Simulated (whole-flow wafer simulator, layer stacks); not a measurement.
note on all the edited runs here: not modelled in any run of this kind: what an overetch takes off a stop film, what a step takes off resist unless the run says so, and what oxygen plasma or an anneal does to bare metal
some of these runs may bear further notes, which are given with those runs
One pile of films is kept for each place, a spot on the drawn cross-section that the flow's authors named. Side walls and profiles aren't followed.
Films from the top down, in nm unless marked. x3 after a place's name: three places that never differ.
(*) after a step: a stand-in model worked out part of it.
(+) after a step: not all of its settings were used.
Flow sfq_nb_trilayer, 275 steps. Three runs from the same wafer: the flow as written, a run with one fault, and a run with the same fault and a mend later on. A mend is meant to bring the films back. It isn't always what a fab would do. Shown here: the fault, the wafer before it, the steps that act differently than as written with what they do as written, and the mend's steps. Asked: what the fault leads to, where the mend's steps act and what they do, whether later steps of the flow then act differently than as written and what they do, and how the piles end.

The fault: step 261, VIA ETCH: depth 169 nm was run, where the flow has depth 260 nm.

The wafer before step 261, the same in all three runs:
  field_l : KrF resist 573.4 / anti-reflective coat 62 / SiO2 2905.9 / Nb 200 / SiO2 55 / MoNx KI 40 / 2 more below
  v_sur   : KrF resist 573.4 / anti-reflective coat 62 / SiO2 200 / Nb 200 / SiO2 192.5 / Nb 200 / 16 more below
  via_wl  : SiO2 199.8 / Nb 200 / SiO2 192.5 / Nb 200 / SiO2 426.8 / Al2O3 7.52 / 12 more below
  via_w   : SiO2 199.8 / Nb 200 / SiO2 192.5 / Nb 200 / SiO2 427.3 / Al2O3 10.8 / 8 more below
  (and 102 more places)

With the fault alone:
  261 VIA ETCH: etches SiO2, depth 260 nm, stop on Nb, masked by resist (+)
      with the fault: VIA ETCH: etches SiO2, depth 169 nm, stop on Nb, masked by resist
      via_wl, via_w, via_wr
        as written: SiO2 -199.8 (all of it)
        with the fault: SiO2 -169
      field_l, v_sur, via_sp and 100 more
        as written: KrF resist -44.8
        with the fault: KrF resist -29.1
  Later steps of the flow that act differently than as written (3 more steps differ only slightly, by at most 2% or 0.5 nm, whichever is larger, and aren't shown):
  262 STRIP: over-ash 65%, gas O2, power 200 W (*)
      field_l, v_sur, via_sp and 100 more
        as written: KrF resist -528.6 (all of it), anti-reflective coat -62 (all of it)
        with the fault: KrF resist -544.3 (all of it), anti-reflective coat -62 (all of it)
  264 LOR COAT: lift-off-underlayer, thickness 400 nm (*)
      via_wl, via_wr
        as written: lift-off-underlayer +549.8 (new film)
        with the fault: lift-off-underlayer +526.7 (new film)
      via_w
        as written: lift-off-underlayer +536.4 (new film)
        with the fault: lift-off-underlayer +515.4 (new film)
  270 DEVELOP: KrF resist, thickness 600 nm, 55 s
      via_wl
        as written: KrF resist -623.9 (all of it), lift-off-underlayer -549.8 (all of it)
        with the fault: KrF resist -620 (all of it), lift-off-underlayer -526.7 (all of it)
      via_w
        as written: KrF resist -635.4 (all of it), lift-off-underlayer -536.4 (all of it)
        with the fault: KrF resist -629.8 (all of it), lift-off-underlayer -515.4 (all of it)
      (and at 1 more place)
  At the end the piles differ from the flow's by more than 2% or 0.5 nm, whichever is larger, at via_wl, via_w, via_wr.
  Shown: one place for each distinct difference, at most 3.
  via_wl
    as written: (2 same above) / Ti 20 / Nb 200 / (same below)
    with the fault: (2 same above) / Ti 20 / SiO2 30.8 / Nb 200 / (same below)

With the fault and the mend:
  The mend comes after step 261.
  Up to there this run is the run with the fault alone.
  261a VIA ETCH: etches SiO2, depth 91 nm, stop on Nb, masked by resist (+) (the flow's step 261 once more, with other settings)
      field_l, v_sur, via_sp and 100 more
        KrF resist -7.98
      via_wl, via_w, via_wr
        SiO2 -30.8 (all of it)
  No later step of the flow acts differently than as written, at any place that is followed, by more than 2% or 0.5 nm, whichever is larger.
  At the end the piles are the same as the flow's at every place that both follow.
